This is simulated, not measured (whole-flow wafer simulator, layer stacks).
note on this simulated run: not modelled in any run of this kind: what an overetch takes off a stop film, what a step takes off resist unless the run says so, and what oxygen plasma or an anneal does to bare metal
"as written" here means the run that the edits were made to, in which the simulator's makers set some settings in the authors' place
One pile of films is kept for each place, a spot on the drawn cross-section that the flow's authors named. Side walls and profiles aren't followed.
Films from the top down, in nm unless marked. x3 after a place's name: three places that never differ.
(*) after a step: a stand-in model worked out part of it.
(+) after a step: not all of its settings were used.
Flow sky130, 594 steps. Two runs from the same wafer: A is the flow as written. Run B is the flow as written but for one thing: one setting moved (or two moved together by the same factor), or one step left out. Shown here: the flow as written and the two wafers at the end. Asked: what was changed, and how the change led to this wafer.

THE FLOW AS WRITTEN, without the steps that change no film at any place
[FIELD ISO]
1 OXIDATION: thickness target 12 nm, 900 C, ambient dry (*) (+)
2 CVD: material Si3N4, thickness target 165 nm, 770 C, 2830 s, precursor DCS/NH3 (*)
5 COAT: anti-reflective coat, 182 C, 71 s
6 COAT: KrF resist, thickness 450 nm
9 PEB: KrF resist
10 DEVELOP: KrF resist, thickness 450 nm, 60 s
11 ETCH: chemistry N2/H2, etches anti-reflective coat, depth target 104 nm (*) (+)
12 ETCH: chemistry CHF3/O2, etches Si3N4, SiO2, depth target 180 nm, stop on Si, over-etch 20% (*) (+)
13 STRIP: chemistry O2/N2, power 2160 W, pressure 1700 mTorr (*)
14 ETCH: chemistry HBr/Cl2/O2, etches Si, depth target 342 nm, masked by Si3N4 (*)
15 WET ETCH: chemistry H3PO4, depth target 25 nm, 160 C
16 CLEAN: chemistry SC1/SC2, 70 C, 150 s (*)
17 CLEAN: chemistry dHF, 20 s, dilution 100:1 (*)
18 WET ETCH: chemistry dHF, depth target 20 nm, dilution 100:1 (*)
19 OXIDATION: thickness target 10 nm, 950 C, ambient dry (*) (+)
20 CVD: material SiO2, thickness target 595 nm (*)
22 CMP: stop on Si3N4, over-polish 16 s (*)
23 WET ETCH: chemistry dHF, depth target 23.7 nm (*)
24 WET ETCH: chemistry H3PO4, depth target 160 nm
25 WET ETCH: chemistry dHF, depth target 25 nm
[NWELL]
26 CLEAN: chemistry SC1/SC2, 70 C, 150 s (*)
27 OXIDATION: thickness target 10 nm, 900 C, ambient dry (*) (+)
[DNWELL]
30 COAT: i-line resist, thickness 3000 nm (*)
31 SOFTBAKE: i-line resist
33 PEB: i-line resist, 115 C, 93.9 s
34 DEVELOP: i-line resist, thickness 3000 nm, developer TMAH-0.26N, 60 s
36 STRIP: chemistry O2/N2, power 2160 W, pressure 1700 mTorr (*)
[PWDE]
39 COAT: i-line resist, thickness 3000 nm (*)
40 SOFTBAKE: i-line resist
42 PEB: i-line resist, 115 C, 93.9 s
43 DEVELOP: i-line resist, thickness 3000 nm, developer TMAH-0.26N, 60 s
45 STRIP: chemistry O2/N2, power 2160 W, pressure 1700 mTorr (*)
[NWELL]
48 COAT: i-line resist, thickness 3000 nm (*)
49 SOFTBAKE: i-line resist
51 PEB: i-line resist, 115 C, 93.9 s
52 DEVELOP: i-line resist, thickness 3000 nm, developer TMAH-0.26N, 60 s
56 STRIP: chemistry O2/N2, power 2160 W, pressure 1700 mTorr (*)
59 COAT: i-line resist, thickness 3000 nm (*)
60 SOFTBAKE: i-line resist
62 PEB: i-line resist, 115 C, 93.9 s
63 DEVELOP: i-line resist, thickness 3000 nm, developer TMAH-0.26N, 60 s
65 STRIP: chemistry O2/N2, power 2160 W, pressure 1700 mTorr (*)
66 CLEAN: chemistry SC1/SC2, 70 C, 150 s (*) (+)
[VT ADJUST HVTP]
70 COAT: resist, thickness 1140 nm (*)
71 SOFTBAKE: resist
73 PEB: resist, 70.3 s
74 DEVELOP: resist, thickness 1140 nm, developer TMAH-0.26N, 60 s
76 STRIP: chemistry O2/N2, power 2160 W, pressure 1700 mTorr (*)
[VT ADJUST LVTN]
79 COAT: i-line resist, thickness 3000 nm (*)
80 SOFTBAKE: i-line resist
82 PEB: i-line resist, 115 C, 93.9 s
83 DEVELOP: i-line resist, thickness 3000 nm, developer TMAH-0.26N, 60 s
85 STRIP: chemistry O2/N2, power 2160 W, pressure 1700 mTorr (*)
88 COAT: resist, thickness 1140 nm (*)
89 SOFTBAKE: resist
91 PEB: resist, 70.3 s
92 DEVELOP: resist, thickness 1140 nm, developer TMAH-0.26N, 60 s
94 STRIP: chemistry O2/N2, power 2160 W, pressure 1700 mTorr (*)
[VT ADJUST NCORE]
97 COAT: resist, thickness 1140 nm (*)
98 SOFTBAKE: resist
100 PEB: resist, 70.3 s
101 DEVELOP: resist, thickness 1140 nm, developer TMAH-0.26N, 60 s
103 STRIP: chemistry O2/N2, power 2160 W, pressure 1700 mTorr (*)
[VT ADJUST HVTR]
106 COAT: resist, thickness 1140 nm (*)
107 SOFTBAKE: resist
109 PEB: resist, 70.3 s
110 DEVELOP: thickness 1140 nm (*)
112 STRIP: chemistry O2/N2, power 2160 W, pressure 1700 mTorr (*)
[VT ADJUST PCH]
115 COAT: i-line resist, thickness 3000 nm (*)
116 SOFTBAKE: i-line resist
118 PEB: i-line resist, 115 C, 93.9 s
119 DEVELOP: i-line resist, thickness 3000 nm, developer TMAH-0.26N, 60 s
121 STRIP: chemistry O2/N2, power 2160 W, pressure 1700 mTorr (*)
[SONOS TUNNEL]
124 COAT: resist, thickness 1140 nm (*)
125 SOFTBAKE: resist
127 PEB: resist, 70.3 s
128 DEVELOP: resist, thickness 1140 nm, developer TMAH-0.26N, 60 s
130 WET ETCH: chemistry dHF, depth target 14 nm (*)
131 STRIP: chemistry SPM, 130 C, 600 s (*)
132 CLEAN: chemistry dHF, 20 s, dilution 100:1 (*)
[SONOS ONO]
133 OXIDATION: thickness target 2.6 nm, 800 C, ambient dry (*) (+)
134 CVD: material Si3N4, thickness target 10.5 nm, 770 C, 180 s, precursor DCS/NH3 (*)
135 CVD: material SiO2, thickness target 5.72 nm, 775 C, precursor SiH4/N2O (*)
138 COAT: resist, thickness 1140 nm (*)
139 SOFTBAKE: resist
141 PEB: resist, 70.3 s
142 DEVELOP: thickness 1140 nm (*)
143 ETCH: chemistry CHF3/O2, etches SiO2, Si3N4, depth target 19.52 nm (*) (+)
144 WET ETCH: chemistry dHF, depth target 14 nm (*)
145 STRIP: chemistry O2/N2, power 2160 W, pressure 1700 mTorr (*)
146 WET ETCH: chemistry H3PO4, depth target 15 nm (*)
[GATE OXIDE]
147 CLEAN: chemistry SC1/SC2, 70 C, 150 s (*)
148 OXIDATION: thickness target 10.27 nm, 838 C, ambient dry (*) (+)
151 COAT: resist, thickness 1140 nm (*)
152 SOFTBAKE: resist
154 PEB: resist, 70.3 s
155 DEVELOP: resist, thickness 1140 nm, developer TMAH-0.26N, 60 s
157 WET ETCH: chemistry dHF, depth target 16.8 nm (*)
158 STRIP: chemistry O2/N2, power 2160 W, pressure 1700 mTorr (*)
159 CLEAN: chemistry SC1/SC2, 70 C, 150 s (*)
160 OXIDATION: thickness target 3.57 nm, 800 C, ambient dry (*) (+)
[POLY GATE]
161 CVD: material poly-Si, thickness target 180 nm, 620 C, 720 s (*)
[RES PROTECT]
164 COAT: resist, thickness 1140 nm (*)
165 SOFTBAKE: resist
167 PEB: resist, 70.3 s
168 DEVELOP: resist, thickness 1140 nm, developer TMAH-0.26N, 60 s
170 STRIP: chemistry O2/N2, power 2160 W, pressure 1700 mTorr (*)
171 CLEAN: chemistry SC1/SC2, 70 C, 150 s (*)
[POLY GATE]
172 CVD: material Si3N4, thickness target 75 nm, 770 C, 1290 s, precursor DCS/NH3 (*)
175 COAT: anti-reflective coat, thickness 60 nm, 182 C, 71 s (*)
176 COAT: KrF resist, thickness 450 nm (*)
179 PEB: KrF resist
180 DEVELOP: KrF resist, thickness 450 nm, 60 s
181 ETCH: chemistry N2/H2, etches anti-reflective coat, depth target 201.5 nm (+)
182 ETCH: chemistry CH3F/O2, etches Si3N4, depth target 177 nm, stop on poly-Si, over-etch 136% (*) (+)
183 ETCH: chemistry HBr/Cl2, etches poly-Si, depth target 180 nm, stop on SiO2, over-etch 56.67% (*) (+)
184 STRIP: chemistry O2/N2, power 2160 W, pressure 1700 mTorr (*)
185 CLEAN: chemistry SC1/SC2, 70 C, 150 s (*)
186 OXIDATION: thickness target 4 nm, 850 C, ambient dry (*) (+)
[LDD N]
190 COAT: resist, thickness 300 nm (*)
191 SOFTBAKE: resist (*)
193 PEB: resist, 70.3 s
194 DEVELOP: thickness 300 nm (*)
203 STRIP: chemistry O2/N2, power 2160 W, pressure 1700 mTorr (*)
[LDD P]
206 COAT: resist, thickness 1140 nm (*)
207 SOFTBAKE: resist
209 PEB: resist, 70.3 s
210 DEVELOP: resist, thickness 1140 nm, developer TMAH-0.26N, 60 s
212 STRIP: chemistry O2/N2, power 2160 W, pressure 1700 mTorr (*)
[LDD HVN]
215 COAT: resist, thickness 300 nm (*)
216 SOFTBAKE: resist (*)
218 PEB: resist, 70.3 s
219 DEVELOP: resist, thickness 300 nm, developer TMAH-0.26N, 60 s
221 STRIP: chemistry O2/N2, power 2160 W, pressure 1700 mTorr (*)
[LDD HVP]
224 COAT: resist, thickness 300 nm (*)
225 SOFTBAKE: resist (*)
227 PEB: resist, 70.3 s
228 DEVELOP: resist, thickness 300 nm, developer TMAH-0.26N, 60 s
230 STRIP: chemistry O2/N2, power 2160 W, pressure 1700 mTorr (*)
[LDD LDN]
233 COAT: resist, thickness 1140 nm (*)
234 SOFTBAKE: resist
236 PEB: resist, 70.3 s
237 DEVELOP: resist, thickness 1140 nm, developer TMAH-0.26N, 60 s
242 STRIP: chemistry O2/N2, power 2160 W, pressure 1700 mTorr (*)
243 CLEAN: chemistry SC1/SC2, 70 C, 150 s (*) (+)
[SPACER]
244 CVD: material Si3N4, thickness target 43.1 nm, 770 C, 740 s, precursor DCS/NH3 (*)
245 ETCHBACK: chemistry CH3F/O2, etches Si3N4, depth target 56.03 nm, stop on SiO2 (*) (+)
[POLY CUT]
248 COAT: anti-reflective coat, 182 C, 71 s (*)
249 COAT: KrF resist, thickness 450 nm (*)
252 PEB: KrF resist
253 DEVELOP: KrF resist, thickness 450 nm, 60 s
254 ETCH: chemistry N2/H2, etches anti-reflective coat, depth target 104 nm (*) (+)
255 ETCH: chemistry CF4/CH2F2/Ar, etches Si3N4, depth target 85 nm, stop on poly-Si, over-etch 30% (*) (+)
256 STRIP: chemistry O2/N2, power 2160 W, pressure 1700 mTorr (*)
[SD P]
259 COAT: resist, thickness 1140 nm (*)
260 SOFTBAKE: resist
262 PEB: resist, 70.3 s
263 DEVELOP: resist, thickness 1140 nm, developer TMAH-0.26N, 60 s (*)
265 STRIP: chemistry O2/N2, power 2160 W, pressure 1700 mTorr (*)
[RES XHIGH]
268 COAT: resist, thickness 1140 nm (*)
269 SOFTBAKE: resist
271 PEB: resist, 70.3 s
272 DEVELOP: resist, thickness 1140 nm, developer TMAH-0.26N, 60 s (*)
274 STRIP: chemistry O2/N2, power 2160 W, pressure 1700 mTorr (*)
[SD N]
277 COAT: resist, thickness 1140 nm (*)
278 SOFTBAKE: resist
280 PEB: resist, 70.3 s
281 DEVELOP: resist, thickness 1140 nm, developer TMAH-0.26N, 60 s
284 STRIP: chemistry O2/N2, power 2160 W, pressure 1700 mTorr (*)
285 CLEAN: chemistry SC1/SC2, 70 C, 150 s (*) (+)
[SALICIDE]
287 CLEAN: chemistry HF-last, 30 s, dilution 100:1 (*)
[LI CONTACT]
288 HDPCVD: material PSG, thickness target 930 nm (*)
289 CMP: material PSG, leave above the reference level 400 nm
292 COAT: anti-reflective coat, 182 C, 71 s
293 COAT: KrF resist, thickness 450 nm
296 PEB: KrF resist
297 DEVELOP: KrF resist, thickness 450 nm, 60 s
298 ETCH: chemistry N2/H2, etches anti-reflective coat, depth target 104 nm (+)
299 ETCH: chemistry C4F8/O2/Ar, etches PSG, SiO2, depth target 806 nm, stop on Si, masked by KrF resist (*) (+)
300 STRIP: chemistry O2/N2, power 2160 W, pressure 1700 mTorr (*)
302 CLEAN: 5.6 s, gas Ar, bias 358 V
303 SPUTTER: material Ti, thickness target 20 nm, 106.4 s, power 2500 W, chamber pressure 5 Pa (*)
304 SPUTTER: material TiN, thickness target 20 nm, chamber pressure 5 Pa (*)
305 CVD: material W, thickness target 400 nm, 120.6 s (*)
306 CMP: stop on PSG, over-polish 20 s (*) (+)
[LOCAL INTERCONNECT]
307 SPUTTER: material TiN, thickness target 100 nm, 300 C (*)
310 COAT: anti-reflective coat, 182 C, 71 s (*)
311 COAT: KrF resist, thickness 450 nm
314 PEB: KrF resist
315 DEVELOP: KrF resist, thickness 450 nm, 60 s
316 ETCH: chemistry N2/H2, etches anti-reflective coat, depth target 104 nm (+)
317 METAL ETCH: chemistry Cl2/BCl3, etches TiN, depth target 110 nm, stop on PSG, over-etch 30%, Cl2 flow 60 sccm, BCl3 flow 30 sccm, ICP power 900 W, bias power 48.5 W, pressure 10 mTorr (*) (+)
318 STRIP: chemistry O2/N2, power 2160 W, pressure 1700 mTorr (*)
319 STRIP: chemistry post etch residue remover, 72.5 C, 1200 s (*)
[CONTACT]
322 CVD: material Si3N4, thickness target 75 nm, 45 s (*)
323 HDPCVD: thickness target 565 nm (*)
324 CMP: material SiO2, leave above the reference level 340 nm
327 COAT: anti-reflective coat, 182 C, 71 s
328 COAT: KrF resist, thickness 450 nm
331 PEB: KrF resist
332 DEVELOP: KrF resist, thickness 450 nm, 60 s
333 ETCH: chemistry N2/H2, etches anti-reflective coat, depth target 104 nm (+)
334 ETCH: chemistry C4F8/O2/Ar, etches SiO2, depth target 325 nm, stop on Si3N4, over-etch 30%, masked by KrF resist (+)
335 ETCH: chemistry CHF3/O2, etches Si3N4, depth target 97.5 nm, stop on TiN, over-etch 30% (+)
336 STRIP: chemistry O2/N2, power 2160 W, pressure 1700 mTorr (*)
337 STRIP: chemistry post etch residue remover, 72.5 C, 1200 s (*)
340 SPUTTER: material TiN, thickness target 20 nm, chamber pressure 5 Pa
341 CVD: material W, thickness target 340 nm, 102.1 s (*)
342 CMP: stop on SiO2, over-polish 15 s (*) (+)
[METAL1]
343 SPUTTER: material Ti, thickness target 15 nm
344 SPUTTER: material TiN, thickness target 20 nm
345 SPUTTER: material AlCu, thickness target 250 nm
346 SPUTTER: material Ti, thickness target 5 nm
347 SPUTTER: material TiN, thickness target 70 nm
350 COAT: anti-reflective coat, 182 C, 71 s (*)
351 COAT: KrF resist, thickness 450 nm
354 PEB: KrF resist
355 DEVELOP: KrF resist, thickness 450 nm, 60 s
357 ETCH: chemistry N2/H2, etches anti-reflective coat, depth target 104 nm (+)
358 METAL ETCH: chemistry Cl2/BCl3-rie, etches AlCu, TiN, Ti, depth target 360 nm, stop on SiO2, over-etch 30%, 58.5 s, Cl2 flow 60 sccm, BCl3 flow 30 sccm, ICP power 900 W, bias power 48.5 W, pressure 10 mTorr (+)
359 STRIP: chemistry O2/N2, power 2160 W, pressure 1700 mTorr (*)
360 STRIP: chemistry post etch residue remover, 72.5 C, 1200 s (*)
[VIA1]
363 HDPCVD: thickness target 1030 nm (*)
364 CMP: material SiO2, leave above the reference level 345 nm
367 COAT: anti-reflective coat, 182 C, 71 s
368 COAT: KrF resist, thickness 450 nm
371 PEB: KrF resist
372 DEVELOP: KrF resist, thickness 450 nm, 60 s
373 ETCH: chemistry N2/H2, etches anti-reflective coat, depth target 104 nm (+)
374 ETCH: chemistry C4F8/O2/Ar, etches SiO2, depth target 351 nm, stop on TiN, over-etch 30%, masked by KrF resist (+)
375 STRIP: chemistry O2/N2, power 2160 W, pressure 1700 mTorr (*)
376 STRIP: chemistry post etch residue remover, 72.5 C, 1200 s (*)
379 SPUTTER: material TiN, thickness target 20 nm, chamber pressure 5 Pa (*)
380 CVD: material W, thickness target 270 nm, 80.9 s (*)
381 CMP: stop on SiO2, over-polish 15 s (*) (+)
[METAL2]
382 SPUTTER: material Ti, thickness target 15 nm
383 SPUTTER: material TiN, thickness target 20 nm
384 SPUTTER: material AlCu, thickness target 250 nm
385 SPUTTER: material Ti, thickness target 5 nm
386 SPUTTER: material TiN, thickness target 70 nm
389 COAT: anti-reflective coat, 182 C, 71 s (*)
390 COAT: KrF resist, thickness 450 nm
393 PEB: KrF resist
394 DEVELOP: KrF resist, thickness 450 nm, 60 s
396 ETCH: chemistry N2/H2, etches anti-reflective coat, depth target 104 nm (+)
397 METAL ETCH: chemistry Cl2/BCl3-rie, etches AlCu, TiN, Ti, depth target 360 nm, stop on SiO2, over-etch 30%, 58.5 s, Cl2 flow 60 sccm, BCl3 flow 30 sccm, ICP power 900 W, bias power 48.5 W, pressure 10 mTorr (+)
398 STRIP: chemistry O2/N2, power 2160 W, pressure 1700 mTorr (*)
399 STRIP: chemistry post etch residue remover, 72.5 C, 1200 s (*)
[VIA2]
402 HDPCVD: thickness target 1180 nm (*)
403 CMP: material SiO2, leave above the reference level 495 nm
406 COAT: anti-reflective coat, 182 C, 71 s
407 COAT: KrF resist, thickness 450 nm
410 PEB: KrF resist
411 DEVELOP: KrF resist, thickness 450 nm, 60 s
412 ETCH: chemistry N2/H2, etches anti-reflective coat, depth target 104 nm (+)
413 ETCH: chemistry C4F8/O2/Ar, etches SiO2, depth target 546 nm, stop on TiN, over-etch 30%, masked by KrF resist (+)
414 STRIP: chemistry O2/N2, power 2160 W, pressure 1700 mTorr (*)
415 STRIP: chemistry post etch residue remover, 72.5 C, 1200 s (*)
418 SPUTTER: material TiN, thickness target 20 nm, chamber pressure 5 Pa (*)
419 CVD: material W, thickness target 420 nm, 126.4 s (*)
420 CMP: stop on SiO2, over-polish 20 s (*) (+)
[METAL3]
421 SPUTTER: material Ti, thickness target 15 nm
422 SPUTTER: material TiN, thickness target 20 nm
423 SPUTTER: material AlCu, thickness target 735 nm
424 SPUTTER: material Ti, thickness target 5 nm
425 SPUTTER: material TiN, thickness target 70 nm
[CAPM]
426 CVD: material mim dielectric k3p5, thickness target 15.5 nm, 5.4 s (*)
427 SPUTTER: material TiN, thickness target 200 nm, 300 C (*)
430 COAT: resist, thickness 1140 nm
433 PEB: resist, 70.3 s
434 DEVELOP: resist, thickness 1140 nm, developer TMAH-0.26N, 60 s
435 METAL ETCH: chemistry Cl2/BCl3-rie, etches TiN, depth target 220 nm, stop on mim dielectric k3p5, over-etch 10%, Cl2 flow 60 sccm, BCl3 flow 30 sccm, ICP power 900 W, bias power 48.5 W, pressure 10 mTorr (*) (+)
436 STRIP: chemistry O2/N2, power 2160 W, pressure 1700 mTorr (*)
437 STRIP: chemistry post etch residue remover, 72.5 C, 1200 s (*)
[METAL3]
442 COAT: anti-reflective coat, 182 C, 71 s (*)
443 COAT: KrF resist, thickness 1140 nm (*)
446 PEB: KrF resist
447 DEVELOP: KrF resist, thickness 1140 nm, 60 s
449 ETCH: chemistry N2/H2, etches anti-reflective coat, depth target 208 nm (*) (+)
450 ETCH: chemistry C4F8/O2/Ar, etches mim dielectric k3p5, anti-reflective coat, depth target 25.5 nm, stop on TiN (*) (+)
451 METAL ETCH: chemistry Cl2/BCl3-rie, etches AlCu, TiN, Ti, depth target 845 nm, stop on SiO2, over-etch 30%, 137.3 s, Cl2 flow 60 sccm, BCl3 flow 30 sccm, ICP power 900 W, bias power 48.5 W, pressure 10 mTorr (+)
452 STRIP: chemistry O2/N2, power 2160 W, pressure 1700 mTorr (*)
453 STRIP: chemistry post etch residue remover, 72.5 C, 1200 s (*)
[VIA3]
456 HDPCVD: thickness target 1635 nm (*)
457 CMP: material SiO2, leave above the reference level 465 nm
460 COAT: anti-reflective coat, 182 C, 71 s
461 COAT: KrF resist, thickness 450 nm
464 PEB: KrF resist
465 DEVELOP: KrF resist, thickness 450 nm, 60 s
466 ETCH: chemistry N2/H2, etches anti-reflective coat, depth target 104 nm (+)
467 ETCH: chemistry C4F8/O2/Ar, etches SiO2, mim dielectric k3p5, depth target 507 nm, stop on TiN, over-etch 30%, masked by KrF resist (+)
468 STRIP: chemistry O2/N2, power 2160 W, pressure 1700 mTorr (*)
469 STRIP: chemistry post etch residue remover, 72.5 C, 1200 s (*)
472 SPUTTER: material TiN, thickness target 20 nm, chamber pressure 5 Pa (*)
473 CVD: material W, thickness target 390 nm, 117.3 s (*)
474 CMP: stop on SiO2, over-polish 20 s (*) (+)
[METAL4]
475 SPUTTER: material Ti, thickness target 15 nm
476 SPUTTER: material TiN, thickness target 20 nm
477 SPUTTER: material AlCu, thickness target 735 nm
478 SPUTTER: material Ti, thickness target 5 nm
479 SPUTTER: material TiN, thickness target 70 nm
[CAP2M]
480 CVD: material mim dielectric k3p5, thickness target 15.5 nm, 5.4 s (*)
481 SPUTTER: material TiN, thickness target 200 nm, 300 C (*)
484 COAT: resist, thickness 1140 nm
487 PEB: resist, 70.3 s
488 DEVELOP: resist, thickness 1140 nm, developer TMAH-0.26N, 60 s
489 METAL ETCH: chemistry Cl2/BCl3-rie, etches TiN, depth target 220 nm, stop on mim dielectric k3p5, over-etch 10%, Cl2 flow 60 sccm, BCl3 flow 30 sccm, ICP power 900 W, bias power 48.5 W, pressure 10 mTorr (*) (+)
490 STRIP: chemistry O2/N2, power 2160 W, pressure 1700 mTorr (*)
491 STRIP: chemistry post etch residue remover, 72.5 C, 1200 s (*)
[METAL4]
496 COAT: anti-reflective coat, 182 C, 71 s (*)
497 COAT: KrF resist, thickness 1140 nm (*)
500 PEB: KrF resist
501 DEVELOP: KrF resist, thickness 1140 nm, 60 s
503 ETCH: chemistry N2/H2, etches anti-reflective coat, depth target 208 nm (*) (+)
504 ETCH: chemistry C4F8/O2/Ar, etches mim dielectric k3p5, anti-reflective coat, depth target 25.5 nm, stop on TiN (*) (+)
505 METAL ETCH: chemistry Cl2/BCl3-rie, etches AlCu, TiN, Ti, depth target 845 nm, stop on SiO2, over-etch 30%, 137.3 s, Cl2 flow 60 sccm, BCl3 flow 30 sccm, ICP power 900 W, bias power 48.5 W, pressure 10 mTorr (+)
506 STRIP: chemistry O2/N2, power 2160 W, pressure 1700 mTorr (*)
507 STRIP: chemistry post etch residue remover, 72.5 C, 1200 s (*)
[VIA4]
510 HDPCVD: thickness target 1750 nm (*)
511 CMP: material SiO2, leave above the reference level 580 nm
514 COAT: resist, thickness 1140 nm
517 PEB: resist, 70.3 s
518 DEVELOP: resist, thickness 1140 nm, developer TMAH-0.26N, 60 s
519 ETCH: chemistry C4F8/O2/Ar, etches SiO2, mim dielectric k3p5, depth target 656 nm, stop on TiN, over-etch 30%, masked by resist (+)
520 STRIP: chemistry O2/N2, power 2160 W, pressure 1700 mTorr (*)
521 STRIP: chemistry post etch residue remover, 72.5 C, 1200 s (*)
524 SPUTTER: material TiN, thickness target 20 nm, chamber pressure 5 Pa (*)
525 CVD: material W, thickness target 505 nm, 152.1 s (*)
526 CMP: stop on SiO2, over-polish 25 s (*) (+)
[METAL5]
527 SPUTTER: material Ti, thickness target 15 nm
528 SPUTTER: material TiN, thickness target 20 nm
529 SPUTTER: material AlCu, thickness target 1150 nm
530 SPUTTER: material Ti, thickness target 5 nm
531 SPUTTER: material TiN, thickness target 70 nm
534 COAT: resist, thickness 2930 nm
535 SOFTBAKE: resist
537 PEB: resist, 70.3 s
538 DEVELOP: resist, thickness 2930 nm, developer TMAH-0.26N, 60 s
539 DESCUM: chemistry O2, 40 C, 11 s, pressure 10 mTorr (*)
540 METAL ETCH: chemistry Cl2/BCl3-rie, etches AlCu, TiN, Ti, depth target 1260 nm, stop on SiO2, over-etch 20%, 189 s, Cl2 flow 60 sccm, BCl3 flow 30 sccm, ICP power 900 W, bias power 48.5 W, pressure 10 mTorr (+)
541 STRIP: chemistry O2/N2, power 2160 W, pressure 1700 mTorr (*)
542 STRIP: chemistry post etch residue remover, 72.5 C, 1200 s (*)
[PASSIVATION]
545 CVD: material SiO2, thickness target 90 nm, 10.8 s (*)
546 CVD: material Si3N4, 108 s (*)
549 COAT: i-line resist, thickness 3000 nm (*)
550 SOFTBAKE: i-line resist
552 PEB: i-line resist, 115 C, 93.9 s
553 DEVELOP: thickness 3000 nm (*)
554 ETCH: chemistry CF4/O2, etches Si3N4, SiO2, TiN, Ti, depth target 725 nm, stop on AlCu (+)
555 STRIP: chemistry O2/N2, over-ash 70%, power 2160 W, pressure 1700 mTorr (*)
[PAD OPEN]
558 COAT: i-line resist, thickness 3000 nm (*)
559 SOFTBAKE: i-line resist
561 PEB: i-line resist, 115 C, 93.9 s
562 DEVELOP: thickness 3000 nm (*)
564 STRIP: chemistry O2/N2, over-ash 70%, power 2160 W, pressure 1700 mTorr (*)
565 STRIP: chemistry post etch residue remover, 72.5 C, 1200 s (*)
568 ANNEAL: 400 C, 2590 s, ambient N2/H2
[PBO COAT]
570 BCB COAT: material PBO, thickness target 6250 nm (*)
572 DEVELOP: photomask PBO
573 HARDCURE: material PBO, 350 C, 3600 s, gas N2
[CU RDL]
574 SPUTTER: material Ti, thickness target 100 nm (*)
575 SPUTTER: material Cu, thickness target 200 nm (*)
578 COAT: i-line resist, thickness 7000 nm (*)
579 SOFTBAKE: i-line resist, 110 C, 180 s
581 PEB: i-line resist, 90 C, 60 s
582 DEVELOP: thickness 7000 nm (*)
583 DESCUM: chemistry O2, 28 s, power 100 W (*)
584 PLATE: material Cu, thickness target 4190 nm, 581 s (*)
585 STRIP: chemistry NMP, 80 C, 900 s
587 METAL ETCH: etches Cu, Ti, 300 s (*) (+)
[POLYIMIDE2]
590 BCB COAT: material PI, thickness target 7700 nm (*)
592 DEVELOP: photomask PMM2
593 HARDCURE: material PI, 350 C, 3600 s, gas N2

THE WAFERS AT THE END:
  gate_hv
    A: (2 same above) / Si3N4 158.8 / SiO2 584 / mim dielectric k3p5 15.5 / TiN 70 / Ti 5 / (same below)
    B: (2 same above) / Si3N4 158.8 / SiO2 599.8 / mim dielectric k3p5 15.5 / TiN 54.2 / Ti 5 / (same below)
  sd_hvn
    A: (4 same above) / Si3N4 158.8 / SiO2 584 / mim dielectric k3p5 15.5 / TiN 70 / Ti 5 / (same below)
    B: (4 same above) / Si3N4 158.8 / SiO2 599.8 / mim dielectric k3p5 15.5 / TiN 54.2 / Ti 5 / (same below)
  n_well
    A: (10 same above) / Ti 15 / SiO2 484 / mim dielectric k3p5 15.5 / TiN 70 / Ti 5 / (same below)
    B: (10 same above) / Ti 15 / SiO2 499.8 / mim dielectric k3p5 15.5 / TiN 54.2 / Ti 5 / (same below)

The cause: step 479, SPUTTER: thickness target 54.2 nm was run, where the flow has thickness target 70 nm.
It can be read off the wafer: gate_hv has TiN 54.2, and step 479 as written asks for 70 nm.

How the change led to this, step by step:
  479 SPUTTER: material TiN, thickness target 70 nm
      field, active, n_well and 189 more: A TiN +70 (new film) | B TiN +54.2 (new film)
  505 METAL ETCH: chemistry Cl2/BCl3-rie, etches AlCu, TiN, Ti, depth target 845 nm, stop on SiO2, over-etch 30%, 137.3 s, Cl2 flow 60 sccm, BCl3 flow 30 sccm, ICP power 900 W, bias power 48.5 W, pressure 10 mTorr (+)
      field, gate, spacer and 68 more: A TiN -70 (all of it), Ti -5 (all of it), AlCu -735 (all of it), TiN -20 (all of it), Ti -15 (all of it), SiO2 -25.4 | B TiN -54.2 (all of it), Ti -5 (all of it), AlCu -735 (all of it), TiN -20 (all of it), Ti -15 (all of it), SiO2 -26.9
      active, vpp_iso1, mim_edge_plate and 14 more: A TiN -70 (all of it), Ti -5 (all of it), AlCu -735 (all of it), TiN -20 (all of it), Ti -15 (all of it), SiO2 -25.3 | B TiN -54.2 (all of it), Ti -5 (all of it), AlCu -735 (all of it), TiN -20 (all of it), Ti -15 (all of it), SiO2 -26.9
  519 ETCH: chemistry C4F8/O2/Ar, etches SiO2, mim dielectric k3p5, depth target 656 nm, stop on TiN, over-etch 30%, masked by resist (+)
      m1: A SiO2 -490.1 (all of it), mim dielectric k3p5 -15.5 (all of it) | B SiO2 -505.9 (all of it), mim dielectric k3p5 -15.5 (all of it)
      via4_hole: A SiO2 -489.5 (all of it), mim dielectric k3p5 -15.5 (all of it) | B SiO2 -505.3 (all of it), mim dielectric k3p5 -15.5 (all of it)
